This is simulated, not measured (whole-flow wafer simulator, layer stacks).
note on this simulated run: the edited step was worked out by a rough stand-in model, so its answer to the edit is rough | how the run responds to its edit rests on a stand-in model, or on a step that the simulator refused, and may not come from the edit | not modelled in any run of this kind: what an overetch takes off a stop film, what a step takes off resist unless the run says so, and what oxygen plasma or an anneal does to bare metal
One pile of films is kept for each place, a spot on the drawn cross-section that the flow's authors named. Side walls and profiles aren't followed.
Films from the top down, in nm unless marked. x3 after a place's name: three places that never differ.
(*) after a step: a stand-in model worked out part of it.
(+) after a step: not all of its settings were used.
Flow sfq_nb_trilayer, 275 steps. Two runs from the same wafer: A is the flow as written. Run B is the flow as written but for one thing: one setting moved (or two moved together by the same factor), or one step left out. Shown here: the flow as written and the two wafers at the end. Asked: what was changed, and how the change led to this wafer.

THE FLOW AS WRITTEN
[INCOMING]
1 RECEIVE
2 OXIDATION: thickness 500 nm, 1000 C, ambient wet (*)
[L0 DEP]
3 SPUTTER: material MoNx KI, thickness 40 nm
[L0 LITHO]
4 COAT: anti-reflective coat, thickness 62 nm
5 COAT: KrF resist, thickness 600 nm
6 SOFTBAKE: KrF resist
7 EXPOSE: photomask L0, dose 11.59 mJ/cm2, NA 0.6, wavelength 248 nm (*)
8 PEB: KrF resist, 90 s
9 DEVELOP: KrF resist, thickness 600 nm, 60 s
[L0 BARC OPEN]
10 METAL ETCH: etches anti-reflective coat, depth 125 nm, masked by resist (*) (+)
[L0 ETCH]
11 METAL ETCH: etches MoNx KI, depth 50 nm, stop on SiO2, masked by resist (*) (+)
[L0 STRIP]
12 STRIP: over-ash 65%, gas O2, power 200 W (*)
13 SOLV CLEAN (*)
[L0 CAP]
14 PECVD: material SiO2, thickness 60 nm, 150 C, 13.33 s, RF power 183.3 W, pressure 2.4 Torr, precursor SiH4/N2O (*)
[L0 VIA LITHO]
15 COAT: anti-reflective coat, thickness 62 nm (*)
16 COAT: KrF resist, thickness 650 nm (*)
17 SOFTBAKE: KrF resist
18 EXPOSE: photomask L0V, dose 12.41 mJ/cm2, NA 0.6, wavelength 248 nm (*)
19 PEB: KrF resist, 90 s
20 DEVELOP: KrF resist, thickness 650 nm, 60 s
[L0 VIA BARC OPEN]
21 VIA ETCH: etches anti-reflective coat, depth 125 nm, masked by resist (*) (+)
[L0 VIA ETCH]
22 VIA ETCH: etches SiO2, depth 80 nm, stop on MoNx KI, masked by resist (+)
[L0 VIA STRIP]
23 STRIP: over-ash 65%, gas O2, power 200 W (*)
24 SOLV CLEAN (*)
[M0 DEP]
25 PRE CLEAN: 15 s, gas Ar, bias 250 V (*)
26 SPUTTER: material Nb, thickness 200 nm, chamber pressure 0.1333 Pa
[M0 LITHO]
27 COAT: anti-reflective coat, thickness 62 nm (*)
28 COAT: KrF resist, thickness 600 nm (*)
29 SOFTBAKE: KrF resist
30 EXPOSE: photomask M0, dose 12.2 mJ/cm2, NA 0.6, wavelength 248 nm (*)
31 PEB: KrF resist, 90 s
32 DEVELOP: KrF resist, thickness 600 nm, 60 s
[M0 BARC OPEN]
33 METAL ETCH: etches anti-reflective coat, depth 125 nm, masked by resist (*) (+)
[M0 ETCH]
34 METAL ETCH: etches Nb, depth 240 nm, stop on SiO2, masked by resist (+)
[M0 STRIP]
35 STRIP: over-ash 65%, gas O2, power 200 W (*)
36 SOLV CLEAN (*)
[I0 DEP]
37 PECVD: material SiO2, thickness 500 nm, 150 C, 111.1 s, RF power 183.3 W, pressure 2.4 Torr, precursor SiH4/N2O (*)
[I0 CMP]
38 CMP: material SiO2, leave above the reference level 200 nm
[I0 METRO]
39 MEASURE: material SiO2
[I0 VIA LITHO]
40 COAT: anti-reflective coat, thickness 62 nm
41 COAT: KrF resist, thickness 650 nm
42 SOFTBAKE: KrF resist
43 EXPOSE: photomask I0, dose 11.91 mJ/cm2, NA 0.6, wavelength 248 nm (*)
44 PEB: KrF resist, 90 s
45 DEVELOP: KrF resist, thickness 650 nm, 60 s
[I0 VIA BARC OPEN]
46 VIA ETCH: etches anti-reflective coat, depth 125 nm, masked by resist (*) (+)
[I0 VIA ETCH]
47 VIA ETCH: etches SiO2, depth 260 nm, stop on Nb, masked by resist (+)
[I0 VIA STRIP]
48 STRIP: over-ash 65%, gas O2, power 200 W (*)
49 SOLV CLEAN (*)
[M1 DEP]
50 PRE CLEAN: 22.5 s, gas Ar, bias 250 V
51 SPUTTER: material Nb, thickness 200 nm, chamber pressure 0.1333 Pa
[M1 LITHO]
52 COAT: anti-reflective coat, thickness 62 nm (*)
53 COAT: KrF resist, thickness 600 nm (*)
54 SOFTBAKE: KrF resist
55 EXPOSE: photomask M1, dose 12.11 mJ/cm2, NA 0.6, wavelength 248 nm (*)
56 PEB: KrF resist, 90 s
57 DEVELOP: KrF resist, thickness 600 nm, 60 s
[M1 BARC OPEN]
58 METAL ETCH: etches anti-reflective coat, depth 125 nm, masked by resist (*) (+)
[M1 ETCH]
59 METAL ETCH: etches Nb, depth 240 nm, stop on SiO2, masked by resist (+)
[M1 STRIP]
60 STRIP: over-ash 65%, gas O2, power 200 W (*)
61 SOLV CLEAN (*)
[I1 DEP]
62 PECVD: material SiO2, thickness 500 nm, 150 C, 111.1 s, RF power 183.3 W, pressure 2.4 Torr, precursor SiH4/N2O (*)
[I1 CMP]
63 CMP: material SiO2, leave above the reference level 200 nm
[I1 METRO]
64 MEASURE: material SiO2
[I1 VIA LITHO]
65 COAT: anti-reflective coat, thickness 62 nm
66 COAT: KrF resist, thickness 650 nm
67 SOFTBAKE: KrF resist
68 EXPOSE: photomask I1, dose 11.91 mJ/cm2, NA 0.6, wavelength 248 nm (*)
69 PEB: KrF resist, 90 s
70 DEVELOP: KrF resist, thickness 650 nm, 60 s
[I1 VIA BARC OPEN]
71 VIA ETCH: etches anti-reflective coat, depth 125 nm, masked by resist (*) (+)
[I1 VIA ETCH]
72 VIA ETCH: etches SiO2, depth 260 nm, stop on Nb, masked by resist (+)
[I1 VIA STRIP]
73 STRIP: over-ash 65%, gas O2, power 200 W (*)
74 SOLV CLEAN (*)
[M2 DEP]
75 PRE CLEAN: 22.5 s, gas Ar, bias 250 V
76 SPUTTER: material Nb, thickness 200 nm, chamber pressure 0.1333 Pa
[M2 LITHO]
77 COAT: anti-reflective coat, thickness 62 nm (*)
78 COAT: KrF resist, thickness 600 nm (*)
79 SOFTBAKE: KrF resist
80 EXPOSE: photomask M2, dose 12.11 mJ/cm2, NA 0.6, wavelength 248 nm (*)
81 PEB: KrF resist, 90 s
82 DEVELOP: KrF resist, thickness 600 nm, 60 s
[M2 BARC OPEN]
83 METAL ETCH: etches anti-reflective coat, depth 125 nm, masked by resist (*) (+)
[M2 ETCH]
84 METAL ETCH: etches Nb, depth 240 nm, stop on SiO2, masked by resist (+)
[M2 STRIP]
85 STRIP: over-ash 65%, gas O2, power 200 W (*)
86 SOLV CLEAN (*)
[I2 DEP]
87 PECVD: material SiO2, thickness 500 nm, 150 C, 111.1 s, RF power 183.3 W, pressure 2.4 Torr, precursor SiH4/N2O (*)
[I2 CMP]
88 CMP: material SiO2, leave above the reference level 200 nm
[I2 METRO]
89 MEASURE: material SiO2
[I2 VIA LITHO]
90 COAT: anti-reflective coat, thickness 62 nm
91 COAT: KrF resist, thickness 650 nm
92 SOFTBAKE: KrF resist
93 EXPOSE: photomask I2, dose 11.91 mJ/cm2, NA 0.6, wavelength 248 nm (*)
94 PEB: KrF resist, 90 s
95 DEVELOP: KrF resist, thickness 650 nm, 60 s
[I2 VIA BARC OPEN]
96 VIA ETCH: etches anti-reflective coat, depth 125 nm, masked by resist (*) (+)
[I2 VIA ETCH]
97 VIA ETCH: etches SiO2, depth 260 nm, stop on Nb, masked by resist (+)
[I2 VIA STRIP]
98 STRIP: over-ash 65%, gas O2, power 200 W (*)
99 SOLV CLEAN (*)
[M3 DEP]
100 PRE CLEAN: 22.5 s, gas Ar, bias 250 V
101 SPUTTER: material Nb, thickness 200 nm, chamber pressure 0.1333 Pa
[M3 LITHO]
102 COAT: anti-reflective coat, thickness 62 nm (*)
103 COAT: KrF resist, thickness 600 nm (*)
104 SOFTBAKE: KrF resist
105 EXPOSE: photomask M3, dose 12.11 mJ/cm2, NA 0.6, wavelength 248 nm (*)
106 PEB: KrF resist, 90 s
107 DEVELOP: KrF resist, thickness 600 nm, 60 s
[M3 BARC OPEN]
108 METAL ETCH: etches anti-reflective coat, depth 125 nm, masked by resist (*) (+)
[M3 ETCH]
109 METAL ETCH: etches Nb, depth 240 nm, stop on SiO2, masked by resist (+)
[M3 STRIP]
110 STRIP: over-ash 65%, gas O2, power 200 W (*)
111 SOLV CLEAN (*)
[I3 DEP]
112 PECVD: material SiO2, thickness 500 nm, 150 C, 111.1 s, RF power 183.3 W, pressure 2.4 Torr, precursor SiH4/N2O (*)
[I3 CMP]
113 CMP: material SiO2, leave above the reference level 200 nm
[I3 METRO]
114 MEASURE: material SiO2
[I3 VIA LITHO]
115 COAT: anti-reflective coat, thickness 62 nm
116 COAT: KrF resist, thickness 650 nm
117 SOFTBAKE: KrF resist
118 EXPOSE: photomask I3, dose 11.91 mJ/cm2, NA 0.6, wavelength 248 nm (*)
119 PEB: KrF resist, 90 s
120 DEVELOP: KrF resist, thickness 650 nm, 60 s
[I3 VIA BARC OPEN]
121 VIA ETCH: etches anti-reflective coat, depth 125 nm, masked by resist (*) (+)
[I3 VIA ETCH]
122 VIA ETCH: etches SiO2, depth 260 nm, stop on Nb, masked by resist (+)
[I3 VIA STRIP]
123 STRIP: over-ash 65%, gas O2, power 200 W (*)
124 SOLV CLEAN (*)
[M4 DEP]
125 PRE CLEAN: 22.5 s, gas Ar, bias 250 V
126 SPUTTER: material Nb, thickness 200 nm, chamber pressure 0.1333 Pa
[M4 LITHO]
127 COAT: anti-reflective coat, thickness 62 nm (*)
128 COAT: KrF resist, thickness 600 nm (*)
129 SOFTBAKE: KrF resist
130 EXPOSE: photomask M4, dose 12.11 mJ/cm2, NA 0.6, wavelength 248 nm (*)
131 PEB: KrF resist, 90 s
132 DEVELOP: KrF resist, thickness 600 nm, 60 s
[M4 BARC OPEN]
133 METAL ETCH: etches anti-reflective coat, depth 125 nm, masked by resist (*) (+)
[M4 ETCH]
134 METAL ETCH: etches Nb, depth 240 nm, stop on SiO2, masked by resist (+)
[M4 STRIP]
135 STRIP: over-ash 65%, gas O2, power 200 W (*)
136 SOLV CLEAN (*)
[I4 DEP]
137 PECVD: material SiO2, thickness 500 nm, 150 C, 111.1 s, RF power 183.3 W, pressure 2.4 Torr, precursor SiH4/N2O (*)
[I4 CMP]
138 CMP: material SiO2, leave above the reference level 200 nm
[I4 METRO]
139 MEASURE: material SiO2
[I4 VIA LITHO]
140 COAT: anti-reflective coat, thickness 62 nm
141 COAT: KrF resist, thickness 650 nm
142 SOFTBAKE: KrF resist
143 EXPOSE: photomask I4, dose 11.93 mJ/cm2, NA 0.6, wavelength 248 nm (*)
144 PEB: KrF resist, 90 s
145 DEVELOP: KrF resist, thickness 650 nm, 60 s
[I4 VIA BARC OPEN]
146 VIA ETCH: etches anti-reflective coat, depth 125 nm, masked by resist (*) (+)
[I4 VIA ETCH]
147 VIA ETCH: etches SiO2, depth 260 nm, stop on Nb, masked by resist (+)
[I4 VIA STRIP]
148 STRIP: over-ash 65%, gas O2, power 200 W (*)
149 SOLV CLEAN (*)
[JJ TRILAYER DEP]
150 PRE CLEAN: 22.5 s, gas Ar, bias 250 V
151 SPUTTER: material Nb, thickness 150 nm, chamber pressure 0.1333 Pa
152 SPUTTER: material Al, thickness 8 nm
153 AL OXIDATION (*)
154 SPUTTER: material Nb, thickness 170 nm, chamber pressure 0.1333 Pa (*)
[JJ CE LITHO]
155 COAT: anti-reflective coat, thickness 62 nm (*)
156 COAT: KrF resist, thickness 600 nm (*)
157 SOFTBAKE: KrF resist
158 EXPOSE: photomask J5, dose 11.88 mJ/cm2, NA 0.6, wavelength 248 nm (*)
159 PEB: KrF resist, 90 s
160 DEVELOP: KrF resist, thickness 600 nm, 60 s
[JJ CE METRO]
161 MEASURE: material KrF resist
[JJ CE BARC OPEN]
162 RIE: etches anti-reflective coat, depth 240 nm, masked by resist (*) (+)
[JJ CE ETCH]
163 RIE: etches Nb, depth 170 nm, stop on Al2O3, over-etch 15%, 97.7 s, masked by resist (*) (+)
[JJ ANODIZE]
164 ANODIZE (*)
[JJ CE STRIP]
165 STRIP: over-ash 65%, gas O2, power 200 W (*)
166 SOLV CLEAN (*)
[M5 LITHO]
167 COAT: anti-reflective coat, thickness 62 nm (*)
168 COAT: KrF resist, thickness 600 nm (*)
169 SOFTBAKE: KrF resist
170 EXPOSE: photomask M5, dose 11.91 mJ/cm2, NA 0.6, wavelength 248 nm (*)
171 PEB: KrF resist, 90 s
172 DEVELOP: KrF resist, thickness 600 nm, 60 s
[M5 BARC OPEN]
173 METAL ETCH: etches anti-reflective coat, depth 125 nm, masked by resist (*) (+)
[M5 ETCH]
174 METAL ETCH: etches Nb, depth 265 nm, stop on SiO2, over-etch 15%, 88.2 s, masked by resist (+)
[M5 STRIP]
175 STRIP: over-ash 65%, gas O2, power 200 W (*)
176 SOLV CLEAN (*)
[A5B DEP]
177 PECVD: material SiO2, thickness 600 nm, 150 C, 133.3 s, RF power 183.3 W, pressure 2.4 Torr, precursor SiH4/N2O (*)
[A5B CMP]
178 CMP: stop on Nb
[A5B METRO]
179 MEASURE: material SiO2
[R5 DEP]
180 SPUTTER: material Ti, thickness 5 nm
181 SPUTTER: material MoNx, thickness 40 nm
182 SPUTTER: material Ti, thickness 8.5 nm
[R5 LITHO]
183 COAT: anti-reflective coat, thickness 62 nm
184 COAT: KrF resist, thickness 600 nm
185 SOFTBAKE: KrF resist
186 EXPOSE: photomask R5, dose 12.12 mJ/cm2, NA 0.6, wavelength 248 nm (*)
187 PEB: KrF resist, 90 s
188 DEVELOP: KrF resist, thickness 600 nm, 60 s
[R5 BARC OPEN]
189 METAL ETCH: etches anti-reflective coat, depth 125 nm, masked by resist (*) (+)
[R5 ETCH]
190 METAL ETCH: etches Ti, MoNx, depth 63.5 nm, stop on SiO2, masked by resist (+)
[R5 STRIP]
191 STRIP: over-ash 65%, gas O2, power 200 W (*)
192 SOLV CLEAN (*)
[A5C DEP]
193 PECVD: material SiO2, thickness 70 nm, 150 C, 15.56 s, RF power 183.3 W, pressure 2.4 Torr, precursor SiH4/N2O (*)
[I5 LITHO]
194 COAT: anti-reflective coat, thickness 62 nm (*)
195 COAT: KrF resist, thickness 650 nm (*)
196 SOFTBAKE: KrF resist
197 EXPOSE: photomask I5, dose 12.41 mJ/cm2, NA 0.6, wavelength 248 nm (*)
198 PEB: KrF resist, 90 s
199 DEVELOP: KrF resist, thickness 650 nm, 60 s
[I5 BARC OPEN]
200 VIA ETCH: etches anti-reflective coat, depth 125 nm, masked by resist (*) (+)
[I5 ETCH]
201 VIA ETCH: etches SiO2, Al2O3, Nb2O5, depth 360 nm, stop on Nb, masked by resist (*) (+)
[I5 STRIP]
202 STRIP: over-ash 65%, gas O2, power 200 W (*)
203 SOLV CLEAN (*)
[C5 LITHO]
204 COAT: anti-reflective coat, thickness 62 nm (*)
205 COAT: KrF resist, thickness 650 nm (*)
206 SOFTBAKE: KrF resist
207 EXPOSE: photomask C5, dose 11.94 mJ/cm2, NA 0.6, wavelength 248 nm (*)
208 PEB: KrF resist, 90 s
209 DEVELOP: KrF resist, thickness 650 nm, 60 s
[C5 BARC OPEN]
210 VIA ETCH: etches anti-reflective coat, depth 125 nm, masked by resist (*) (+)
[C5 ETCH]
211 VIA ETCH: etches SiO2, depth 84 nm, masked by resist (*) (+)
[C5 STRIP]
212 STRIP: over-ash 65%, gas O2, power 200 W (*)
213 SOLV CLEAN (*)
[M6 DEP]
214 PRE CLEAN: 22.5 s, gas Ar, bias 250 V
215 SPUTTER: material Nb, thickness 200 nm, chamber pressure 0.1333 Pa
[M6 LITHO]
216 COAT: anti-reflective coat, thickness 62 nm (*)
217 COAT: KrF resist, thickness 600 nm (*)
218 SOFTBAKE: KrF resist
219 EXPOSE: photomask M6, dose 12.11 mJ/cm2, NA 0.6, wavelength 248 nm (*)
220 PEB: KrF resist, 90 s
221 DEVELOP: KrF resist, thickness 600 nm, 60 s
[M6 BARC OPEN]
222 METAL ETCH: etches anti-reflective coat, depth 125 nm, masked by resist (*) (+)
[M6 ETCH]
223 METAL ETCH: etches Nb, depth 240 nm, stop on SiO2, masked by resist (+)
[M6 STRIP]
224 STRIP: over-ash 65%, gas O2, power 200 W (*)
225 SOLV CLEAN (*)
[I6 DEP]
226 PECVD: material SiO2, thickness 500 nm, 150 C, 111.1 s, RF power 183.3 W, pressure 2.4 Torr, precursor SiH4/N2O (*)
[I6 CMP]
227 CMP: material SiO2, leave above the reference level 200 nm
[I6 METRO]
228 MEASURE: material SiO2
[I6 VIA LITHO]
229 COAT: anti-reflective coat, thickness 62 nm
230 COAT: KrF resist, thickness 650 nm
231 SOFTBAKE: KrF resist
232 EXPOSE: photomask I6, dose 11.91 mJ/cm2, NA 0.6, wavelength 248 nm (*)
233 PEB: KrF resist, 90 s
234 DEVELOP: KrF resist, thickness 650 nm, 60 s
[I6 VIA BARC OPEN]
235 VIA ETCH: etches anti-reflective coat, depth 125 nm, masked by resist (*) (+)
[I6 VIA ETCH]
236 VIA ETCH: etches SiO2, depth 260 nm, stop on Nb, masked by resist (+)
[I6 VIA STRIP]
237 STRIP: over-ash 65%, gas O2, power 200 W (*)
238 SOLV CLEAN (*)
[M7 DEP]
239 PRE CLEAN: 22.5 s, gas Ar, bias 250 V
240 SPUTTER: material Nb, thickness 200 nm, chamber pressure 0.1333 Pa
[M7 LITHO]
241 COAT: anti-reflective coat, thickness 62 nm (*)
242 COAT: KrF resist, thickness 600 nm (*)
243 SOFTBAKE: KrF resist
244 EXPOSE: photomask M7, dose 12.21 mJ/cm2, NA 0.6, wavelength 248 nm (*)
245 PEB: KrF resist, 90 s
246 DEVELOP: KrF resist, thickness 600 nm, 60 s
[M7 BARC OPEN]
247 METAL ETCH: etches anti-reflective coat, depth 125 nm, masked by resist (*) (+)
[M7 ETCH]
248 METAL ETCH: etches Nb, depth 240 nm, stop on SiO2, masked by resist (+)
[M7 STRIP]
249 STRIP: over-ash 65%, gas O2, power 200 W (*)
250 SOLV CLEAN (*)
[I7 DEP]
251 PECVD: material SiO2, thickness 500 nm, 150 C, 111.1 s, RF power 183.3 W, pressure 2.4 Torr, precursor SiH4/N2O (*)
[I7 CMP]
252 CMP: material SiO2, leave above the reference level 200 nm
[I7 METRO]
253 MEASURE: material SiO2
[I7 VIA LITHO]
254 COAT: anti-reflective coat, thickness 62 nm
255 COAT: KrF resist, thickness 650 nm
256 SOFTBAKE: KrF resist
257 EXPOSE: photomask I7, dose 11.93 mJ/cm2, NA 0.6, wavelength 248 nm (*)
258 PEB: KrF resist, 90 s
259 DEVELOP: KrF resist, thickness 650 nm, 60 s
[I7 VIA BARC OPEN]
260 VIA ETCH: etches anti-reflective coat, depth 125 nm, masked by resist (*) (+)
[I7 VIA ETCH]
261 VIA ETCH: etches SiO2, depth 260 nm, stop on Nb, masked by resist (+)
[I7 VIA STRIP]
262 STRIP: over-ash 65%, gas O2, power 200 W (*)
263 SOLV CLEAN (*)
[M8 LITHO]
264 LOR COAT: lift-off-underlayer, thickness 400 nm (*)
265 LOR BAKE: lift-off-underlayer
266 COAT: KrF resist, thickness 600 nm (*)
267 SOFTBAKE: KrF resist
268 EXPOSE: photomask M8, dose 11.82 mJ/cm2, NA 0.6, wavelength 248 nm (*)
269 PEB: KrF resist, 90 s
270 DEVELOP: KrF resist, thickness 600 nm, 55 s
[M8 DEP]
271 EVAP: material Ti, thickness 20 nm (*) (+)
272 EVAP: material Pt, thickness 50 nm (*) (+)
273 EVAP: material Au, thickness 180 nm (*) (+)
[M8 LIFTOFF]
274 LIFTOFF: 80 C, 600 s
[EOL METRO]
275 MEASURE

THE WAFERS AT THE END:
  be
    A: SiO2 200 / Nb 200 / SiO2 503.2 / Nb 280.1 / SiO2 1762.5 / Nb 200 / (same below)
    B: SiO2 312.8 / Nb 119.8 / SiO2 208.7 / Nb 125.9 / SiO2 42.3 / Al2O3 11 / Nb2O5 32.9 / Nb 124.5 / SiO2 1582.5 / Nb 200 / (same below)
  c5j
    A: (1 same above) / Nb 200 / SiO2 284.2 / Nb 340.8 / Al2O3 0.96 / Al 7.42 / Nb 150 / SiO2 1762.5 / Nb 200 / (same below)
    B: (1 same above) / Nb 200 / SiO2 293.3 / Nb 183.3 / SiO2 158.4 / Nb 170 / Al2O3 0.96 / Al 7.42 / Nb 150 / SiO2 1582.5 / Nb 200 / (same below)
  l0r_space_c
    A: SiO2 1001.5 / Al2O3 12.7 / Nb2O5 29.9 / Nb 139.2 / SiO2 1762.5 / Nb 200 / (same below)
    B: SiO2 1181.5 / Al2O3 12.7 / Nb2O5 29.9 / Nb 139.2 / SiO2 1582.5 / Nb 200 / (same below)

The cause: step 137, PECVD: thickness 220 nm was run, where the flow has thickness 500 nm; step 137, PECVD: 48.89 s was run, where the flow has 111.1 s.

How the change led to this, step by step:
  137 PECVD: material SiO2, thickness 500 nm, 150 C, 111.1 s, RF power 183.3 W, pressure 2.4 Torr, precursor SiH4/N2O (*)
      field_l, be, be_sur and 55 more: A SiO2 +500 | B SiO2 +220
      v_sur, via_wl, via_w and 35 more: A SiO2 +500 (new film) | B SiO2 +220 (new film)
      (and at 10 more places)
  138 CMP: material SiO2, leave above the reference level 200 nm
      field_l, be, be_sur and 55 more: A SiO2 -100 | B nothing
      p3_s0, p3_s1, p3_s2, p3_s3, p3_s4, p3_s5: A SiO2 -157.1 | B nothing
      (and at 42 more places)
  140 COAT: anti-reflective coat, thickness 62 nm
      ce_l, ce_r, sp_r, be_r, r_sur, l0r_space_c: A anti-reflective coat +62 (new film) | B anti-reflective coat +64.7 (new film)
      m0r_space_l, m0r_space_r, m6r_space_l, m6r_space_r, m7r_space_l, m7r_space_r: A anti-reflective coat +62 (new film) | B anti-reflective coat +81.3 (new film)
      (and at 77 more places)
  141 COAT: KrF resist, thickness 650 nm
      m0r_line_l, m0r_line_r, m6r_line_l, m6r_line_r, m7r_line_l, m7r_line_r: A KrF resist +650 (new film) | B KrF resist +684.6 (new film)
      m0r_space_l, m0r_space_r, m6r_space_l, m6r_space_r, m7r_space_l, m7r_space_r: A KrF resist +650 (new film) | B KrF resist +673.9 (new film)
      (and at 73 more places)
  145 DEVELOP: KrF resist, thickness 650 nm, 60 s
      via_wl: A KrF resist -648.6 (all of it) | B KrF resist -577.4 (all of it)
      via_w: A KrF resist -648.6 (all of it) | B KrF resist -586.1 (all of it)
      (and at 1 more place)
  146 VIA ETCH: etches anti-reflective coat, depth 125 nm, masked by resist (*) (+)
      field_l, v_sur, via_sp and 100 more: A KrF resist -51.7 | B KrF resist -40.1
      via_wl: A anti-reflective coat -62 (all of it), SiO2 -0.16 | B anti-reflective coat -47.8 (all of it), SiO2 -0.12
      (and at 2 more places)
  148 STRIP: over-ash 65%, gas O2, power 200 W (*)
      p4_fl, p4_fm, p4_w1, p4_g1, p4_w2, p4_g2, p4_w3, p4_fr: A KrF resist -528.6 (all of it), anti-reflective coat -62 (all of it) | B KrF resist -540.1 (all of it), anti-reflective coat -62 (all of it)
      m0r_line_l, m0r_line_r, m6r_line_l, m6r_line_r, m7r_line_l, m7r_line_r: A KrF resist -528.6 (all of it), anti-reflective coat -62 (all of it) | B KrF resist -574.6 (all of it), anti-reflective coat -61.8 (all of it)
      (and at 89 more places)
  151 SPUTTER: material Nb, thickness 150 nm, chamber pressure 0.1333 Pa
      lsp_r, l0_sur, l0v: A Nb +150 (new film) | B Nb +143 (new film)
      be, lsp_l: A Nb +150 (new film) | B Nb +136.3 (new film)
      (and at 1 more place)
  152 SPUTTER: material Al, thickness 8 nm
      be, lsp_l: A Al +8 (new film) | B Al +7.27 (new film)
      via_v: A Al +8 (new film) | B Al +5.94 (new film)
  154 SPUTTER: material Nb, thickness 170 nm, chamber pressure 0.1333 Pa (*)
      lsp_r, l0_sur, l0v: A Nb +170 (new film) | B Nb +161.9 (new film)
      be, lsp_l: A Nb +170 (new film) | B Nb +153.3 (new film)
      (and at 1 more place)
  155 COAT: anti-reflective coat, thickness 62 nm (*)
      ce_r, sp_r, be_r: A anti-reflective coat +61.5 (new film) | B anti-reflective coat +64.1 (new film)
      p3_s0, p3_s1, p3_s3: A anti-reflective coat +62 (new film) | B anti-reflective coat +109.1 (new film)
      (and at 85 more places)
  156 COAT: KrF resist, thickness 600 nm (*)
      m0r_space_l, m5r_space_l, m6r_space_l, m7r_space_l: A KrF resist +600 (new film) | B KrF resist +623.6 (new film)
      m0r_line_l, m6r_line_l, m7r_line_l: A KrF resist +600 (new film) | B KrF resist +634.5 (new film)
      (and at 79 more places)
  160 DEVELOP: KrF resist, thickness 600 nm, 60 s
      m0r_space_l, m5r_space_l, m5r_space_r, m6r_space_l, m7r_space_l: A KrF resist -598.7 (all of it) | B KrF resist -622.3 (all of it)
      m0r_line_l, m6r_line_l, m7r_line_l: A KrF resist -598.7 (all of it) | B KrF resist -633.1 (all of it)
      (and at 77 more places)
  162 RIE: etches anti-reflective coat, depth 240 nm, masked by resist (*) (+)
      ce_l, c5j, ce_r, wl_jj: A KrF resist -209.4 | B KrF resist -201.2
      p3_s0, p3_s1, p3_s3: A anti-reflective coat -62 (all of it) | B anti-reflective coat -109.1 (all of it)
      (and at 84 more places)
  163 RIE: etches Nb, depth 170 nm, stop on Al2O3, over-etch 15%, 97.7 s, masked by resist (*) (+)
      lsp_r, l0_sur, l0v: A Nb -170 (all of it), Al2O3 -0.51 | B Nb -161.9 (all of it), Al2O3 -0.96 (all of it)
      be, lsp_l: A Nb -170 (all of it), Al2O3 -0.51 | B Nb -153.3 (all of it), Al2O3 -0.96 (all of it)
      (and at 1 more place)
  164 ANODIZE (*)
      lsp_r, l0_sur, l0v: A Al2O3 +12.2, Nb2O5 +29.9 (new film), Al -7.42 (all of it), Nb -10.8 | B Al2O3 +11.5 (new film), Nb2O5 +32.1 (new film), Al -6.98 (all of it), Nb -11.5
      be, lsp_l: A Al2O3 +12.2, Nb2O5 +29.9 (new film), Al -7.42 (all of it), Nb -10.8 | B Al2O3 +11 (new film), Nb2O5 +32.9 (new film), Al -6.69 (all of it), Nb -11.8
      (and at 1 more place)
  ... 46 more steps ...
  274 LIFTOFF: 80 C, 600 s
      be: A Au -180 (all of it), Pt -50 (all of it), Ti -20 (all of it), KrF resist -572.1 (all of it), lift-off-underlayer -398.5 (all of it) | B Au -180 (all of it), Pt -50 (all of it), Ti -20 (all of it), KrF resist -613.8 (all of it), lift-off-underlayer -720.8 (all of it)
      be_sur: A Au -180 (all of it), Pt -50 (all of it), Ti -20 (all of it), KrF resist -572.6 (all of it), lift-off-underlayer -398.9 (all of it) | B Au -180 (all of it), Pt -50 (all of it), Ti -20 (all of it), KrF resist -587.3 (all of it), lift-off-underlayer -366.3 (all of it)
      (and at 1 more place)
Counting metal films that touch as one body, be has 4 bodies (between them, from the top down: SiO2 208.7; SiO2 42.3 / Al2O3 11 / Nb2O5 32.9; SiO2 1582.5); the flow as written gives 3 bodies (between them, from the top down: SiO2 503.2; SiO2 1762.5).
Counting metal films that touch as one body, c5j has 5 bodies (between them, from the top down: SiO2 293.3; SiO2 158.4; Al2O3 0.96; SiO2 1582.5); the flow as written gives 4 bodies (between them, from the top down: SiO2 284.2; Al2O3 0.96; SiO2 1762.5).
